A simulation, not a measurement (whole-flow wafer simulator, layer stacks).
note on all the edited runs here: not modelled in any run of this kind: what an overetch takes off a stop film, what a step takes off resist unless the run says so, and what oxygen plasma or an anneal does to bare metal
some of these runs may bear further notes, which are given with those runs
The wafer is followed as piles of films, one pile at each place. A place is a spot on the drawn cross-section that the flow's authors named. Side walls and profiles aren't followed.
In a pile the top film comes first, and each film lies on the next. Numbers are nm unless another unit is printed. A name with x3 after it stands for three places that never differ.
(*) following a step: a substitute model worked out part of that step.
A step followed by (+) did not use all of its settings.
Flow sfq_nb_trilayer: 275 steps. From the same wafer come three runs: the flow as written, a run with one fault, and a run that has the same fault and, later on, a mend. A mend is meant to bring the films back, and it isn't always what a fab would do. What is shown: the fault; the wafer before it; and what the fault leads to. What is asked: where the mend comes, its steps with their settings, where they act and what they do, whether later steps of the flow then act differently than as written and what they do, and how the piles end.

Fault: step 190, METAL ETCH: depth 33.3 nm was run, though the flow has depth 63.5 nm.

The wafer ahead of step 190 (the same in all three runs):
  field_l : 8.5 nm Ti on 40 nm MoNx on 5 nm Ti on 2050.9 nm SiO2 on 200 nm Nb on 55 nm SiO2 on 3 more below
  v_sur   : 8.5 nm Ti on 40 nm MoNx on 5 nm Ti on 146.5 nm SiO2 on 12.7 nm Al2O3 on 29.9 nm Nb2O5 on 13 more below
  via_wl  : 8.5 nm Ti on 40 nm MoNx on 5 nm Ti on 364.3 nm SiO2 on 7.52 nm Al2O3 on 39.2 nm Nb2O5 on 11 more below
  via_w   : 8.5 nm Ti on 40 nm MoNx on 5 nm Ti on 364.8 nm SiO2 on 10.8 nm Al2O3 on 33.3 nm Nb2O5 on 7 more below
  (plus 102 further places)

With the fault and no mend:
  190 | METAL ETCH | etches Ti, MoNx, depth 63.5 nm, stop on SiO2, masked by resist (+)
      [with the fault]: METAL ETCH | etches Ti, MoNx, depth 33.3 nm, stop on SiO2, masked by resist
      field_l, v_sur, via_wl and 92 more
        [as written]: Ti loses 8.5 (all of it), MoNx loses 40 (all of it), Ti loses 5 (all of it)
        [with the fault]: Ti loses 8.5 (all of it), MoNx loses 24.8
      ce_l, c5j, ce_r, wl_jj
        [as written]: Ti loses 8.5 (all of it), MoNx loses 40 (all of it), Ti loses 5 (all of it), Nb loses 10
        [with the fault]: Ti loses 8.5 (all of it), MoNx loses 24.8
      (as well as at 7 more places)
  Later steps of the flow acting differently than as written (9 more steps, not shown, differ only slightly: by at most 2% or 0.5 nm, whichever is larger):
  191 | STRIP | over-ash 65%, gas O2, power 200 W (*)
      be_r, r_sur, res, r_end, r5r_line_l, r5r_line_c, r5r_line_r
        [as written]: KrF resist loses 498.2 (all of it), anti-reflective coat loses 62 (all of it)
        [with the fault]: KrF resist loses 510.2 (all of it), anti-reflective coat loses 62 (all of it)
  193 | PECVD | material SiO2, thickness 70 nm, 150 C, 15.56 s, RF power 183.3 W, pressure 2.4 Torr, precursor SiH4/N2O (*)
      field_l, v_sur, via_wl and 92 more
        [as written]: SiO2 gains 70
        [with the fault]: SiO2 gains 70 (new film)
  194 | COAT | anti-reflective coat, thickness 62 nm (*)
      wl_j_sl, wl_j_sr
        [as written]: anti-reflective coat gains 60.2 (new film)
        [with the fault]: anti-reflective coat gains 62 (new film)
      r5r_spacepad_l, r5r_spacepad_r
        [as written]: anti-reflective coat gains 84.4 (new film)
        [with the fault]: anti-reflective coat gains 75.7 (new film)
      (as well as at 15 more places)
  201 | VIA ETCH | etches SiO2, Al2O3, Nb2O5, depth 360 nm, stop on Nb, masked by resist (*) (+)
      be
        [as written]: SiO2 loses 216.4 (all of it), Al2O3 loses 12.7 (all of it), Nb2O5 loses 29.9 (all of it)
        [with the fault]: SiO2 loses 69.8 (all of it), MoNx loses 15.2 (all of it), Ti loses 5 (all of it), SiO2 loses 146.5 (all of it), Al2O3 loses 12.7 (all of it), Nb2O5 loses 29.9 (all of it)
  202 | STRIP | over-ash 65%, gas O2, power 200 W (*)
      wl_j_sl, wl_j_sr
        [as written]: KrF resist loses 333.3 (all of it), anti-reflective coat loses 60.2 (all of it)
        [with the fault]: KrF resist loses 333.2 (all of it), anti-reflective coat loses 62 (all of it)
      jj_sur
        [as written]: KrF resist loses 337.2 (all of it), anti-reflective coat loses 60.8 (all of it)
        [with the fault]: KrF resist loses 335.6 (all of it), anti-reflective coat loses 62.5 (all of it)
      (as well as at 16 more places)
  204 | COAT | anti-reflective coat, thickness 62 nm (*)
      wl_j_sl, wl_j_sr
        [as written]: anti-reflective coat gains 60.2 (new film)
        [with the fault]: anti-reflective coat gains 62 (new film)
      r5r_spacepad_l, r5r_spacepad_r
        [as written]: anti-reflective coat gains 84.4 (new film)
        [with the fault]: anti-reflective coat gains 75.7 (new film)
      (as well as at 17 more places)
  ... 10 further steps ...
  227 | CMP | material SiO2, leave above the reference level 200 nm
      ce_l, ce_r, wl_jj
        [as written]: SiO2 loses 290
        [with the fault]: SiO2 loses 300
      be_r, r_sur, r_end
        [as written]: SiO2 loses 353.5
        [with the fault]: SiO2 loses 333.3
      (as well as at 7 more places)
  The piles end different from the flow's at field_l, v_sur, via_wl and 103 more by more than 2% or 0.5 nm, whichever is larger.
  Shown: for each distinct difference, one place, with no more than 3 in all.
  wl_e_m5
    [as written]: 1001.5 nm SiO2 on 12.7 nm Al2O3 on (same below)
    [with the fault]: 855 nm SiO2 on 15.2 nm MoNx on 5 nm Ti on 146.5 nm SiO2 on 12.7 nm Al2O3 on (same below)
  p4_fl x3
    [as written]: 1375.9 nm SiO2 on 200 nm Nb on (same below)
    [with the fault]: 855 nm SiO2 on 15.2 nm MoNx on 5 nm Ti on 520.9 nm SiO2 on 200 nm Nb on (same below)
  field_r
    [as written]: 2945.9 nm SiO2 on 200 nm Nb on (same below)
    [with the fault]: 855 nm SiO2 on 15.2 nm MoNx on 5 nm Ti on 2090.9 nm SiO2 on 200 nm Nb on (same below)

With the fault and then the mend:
  The mend stands after step 190.
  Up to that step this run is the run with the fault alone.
  190a | METAL ETCH | etches Ti, MoNx, depth 30.2 nm, stop on SiO2, masked by resist (+) (a further turn of the flow's step 190, with different settings)
      field_l, v_sur, via_wl and 92 more
        MoNx loses 15.2 (all of it), Ti loses 5 (all of it)
      be_r, r_sur, res, r_end, r5r_line_l, r5r_line_c, r5r_line_r
        KrF resist loses 12.1
      ce_l, c5j, ce_r, wl_jj
        MoNx loses 15.2 (all of it), Ti loses 5 (all of it), Nb loses 10
  Every later step of the flow that is run acts as written at every place that is followed.
  At every place that both follow, the piles at the end match the flow's.
